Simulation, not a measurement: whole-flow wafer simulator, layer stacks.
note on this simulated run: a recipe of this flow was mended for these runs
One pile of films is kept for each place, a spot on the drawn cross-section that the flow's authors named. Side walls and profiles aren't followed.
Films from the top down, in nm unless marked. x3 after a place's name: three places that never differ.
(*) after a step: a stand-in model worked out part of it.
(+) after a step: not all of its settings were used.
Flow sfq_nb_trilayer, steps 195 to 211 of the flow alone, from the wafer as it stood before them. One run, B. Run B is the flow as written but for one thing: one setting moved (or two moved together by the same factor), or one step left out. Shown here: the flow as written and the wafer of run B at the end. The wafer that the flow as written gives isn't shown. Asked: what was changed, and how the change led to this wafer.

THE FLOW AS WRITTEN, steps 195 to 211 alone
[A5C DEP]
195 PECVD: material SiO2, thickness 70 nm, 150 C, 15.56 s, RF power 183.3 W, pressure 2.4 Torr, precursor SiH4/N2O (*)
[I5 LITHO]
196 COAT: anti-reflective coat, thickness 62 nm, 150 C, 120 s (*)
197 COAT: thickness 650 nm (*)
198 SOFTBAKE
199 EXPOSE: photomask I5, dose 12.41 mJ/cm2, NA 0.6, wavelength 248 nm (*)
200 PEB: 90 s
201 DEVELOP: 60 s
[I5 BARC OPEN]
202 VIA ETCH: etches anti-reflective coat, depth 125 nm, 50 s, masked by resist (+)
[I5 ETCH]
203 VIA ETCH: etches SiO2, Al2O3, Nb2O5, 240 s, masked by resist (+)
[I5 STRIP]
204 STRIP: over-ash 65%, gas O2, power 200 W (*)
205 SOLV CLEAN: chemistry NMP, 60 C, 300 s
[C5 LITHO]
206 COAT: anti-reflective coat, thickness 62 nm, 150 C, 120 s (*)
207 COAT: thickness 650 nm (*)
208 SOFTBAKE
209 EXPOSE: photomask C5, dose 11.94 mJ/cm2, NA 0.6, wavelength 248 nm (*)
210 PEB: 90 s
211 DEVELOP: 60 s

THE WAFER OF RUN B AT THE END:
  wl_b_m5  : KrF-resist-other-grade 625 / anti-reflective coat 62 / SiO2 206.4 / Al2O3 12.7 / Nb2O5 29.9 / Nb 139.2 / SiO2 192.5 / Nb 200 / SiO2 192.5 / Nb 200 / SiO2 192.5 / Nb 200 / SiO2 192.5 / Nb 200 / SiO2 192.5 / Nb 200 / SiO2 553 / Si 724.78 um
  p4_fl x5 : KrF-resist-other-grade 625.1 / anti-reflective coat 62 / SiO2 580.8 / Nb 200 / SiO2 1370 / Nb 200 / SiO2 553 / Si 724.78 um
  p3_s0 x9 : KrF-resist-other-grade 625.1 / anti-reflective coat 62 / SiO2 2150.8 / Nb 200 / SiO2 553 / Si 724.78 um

The cause: step 195, PECVD: thickness 61.6 nm was run, where the flow has thickness 70 nm; step 195, PECVD: 13.69 s was run, where the flow has 15.56 s.

How the change led to this, step by step:
  195 PECVD: material SiO2, thickness 70 nm, 150 C, 15.56 s, RF power 183.3 W, pressure 2.4 Torr, precursor SiH4/N2O (*)
      field_l, v_sur, via_wl and 92 more: SiO2 +61.6 (as written it would be: SiO2 +70)
      ce_l, c5j, ce_r and 8 more: SiO2 +61.6 (new film) (as written it would be: SiO2 +70 (new film))
  203 VIA ETCH: etches SiO2, Al2O3, Nb2O5, 240 s, masked by resist (+)
      be: SiO2 -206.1 (all of it), Al2O3 -12.7 (all of it), Nb2O5 -29.9 (all of it), Nb -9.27 (as written it would be: SiO2 -214.5 (all of it), Al2O3 -12.7 (all of it), Nb2O5 -29.9 (all of it), Nb -8.57)
